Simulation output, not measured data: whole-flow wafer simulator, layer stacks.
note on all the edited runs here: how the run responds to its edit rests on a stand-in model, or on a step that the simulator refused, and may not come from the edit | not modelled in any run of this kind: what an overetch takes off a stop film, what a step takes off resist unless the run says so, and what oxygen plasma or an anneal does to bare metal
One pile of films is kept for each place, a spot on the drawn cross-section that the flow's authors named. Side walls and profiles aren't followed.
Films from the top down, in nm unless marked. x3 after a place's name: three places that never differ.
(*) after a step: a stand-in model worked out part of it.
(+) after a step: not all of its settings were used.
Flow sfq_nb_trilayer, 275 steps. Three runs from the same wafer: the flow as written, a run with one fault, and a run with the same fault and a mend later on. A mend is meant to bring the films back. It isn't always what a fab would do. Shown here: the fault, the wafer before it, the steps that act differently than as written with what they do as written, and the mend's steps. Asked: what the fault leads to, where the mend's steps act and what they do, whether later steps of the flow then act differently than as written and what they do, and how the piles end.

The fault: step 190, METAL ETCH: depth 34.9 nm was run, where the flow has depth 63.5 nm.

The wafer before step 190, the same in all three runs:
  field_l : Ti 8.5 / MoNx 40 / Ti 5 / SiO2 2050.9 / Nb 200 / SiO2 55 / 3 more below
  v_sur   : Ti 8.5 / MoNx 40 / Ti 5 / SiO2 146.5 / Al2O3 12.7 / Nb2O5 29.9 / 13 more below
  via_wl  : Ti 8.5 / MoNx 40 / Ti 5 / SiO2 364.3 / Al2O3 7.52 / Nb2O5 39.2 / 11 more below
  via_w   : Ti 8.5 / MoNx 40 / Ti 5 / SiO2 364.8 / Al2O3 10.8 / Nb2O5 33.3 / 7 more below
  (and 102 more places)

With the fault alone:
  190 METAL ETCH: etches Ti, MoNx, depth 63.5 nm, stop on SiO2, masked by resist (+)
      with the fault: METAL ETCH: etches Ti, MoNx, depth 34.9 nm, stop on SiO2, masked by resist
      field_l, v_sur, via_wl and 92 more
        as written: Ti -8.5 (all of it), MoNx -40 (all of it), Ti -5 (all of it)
        with the fault: Ti -8.5 (all of it), MoNx -26.4
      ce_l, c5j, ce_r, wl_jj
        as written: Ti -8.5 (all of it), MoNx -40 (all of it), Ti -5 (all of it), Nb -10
        with the fault: Ti -8.5 (all of it), MoNx -26.4
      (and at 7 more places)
  Later steps of the flow that act differently than as written (10 more steps differ only slightly, by at most 2% or 0.5 nm, whichever is larger, and aren't shown):
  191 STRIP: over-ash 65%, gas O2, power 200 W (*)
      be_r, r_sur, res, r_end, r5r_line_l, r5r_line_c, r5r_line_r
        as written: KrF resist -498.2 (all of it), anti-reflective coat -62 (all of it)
        with the fault: KrF resist -509.6 (all of it), anti-reflective coat -62 (all of it)
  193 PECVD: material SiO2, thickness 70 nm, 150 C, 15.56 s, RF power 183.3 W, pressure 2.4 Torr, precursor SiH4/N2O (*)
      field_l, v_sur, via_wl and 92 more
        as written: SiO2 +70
        with the fault: SiO2 +70 (new film)
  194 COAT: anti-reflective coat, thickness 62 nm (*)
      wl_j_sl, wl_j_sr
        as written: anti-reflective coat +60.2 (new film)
        with the fault: anti-reflective coat +62 (new film)
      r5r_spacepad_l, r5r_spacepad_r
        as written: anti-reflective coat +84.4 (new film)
        with the fault: anti-reflective coat +76.4 (new film)
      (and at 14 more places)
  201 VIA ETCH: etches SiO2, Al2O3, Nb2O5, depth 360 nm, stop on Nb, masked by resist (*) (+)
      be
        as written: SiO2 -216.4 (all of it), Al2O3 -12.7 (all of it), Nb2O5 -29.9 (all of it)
        with the fault: SiO2 -69.8 (all of it), MoNx -13.6 (all of it), Ti -5 (all of it), SiO2 -146.5 (all of it), Al2O3 -12.7 (all of it), Nb2O5 -29.9 (all of it)
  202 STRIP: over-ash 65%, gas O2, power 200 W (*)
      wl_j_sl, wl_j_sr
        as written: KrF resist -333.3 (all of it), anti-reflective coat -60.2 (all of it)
        with the fault: KrF resist -333.2 (all of it), anti-reflective coat -62 (all of it)
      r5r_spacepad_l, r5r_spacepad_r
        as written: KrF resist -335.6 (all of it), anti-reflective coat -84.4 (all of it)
        with the fault: KrF resist -334.8 (all of it), anti-reflective coat -76.4 (all of it)
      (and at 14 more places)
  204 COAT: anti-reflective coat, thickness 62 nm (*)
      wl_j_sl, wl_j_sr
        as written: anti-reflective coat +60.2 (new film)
        with the fault: anti-reflective coat +62 (new film)
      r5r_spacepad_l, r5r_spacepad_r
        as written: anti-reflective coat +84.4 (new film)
        with the fault: anti-reflective coat +76.4 (new film)
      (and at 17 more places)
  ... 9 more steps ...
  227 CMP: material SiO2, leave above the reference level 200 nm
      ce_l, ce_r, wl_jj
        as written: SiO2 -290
        with the fault: SiO2 -300
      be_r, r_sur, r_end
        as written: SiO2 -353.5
        with the fault: SiO2 -334.9
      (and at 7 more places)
  At the end the piles differ from the flow's by more than 2% or 0.5 nm, whichever is larger, at field_l, v_sur, via_wl and 103 more.
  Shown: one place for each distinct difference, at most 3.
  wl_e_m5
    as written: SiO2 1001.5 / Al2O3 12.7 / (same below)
    with the fault: SiO2 855 / MoNx 13.6 / Ti 5 / SiO2 146.5 / Al2O3 12.7 / (same below)
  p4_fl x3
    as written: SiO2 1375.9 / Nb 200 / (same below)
    with the fault: SiO2 855 / MoNx 13.6 / Ti 5 / SiO2 520.9 / Nb 200 / (same below)
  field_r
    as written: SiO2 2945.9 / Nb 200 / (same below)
    with the fault: SiO2 855 / MoNx 13.6 / Ti 5 / SiO2 2090.9 / Nb 200 / (same below)

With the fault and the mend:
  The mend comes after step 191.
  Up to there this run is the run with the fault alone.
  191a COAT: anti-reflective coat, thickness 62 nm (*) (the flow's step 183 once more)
      p4_fl x3, p4_w1 x9, p4_g1 x2 and 57 more
        anti-reflective coat +62 (new film)
      v_sur, via_wl, via_w and 8 more
        anti-reflective coat +62.2 (new film)
      be, be_sur, c5j, ln_m5, lsp_m
        anti-reflective coat +62.3 (new film)
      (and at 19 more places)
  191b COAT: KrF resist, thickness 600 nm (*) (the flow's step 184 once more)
      p4_fl x3, p4_w1 x9, p4_g1 x2 and 57 more
        KrF resist +600 (new film)
      field_l, v_sur, via_wl, via_w
        KrF resist +600.4 (new film)
      via_wr, via_sp, l0v
        KrF resist +600.5 (new film)
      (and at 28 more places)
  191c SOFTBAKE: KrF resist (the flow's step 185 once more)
      changes no film at any place that is followed
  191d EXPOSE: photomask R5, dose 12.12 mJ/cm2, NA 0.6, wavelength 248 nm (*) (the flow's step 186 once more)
      changes no film at any place that is followed
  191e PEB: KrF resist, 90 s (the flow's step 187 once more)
      field_l, v_sur, via_wl and 78 more
        KrF resist -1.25
      wire, be, be_sur and 13 more
        KrF resist -1.26
      r_end, r5r_line_l, r5r_line_c, r5r_line_r
        KrF resist -1.23
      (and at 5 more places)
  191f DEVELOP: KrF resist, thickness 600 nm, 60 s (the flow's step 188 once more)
      p4_fl x3, p4_w1 x9, p4_g1 x2 and 57 more
        KrF resist -598.7 (all of it)
      be_r, r_sur, res, r_end, r5r_line_l, r5r_line_c, r5r_line_r
        KrF resist -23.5
      via_wl, via_w, via_wr, l0v
        KrF resist -599.2 (all of it)
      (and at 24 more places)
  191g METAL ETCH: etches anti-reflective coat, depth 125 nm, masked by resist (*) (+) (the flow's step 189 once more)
      p4_fl x3, p4_w1 x9, p4_g1 x2 and 57 more
        anti-reflective coat -62 (all of it)
      v_sur, via_wl, via_w and 8 more
        anti-reflective coat -62.2 (all of it)
      be_r, r_sur, res, r_end, r5r_line_l, r5r_line_c, r5r_line_r
        KrF resist -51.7
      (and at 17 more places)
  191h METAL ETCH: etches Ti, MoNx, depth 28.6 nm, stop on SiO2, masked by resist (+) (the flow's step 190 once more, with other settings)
      field_l, v_sur, via_wl and 92 more
        MoNx -13.6 (all of it), Ti -5 (all of it)
      be_r, r_sur, res, r_end, r5r_line_l, r5r_line_c, r5r_line_r
        KrF resist -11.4
      ce_l, c5j, ce_r, wl_jj
        MoNx -13.6 (all of it), Ti -5 (all of it), Nb -10
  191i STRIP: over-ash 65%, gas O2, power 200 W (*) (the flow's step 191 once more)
      r5r_line_c, r5r_line_r
        KrF resist -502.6 (all of it), anti-reflective coat -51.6 (all of it)
      be_r
        KrF resist -497.8 (all of it), anti-reflective coat -56 (all of it)
      r_sur
        KrF resist -497.6 (all of it), anti-reflective coat -58.9 (all of it)
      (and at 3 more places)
  No later step of the flow acts differently than as written at any place that is followed.
  At the end the piles are the same as the flow's at every place that both follow.
